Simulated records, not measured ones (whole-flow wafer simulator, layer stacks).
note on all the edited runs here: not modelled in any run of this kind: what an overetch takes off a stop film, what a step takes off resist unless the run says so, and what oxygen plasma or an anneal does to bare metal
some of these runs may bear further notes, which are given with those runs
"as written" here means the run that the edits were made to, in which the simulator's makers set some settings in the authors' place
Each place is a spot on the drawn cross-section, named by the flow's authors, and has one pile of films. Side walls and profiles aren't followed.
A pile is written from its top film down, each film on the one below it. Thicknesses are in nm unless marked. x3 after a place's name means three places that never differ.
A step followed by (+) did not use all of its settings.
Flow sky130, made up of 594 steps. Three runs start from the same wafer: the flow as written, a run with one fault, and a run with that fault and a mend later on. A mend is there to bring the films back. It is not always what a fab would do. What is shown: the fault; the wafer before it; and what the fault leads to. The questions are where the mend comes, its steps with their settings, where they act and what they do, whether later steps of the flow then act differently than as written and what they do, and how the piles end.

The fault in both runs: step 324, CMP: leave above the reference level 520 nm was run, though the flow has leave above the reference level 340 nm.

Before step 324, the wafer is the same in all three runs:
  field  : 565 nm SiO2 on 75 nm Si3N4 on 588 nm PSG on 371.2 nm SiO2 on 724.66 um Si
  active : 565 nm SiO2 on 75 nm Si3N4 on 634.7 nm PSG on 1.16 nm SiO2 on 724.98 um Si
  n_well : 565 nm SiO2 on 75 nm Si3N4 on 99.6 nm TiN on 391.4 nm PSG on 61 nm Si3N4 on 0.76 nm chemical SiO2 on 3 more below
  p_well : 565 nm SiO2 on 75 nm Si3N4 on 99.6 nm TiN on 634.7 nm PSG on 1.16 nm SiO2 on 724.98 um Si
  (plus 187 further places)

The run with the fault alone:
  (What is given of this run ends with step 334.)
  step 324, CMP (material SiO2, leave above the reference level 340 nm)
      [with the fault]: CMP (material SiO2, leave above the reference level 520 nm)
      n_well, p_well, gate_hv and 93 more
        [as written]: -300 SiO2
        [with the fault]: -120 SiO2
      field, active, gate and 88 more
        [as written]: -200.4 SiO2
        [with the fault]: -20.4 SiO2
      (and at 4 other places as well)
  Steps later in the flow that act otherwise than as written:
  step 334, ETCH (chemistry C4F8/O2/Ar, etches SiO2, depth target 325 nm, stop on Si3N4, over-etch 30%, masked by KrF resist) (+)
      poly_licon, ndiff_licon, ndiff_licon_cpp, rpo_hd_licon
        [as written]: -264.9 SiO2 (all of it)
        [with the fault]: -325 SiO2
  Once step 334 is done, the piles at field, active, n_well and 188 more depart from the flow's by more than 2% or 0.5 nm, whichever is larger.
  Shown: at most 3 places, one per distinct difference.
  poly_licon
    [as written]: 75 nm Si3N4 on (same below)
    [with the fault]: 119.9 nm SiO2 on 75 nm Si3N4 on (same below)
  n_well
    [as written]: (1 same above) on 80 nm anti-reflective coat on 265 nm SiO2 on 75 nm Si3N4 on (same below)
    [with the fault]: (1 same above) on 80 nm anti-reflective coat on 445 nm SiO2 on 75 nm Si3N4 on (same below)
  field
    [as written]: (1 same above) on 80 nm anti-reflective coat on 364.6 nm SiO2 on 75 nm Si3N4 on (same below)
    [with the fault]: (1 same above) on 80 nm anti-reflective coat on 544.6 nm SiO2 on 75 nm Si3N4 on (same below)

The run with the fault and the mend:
  The mend stands after step 324.
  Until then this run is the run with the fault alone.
  step 324a, CMP (material SiO2, leave above the reference level 340 nm) (the flow's step 324 again)
      field, active, n_well and 188 more
        -180 SiO2
  Later steps of the flow that are run all act as written at every place that is followed.
  At every place that both follow, the piles at the end match the flow's.
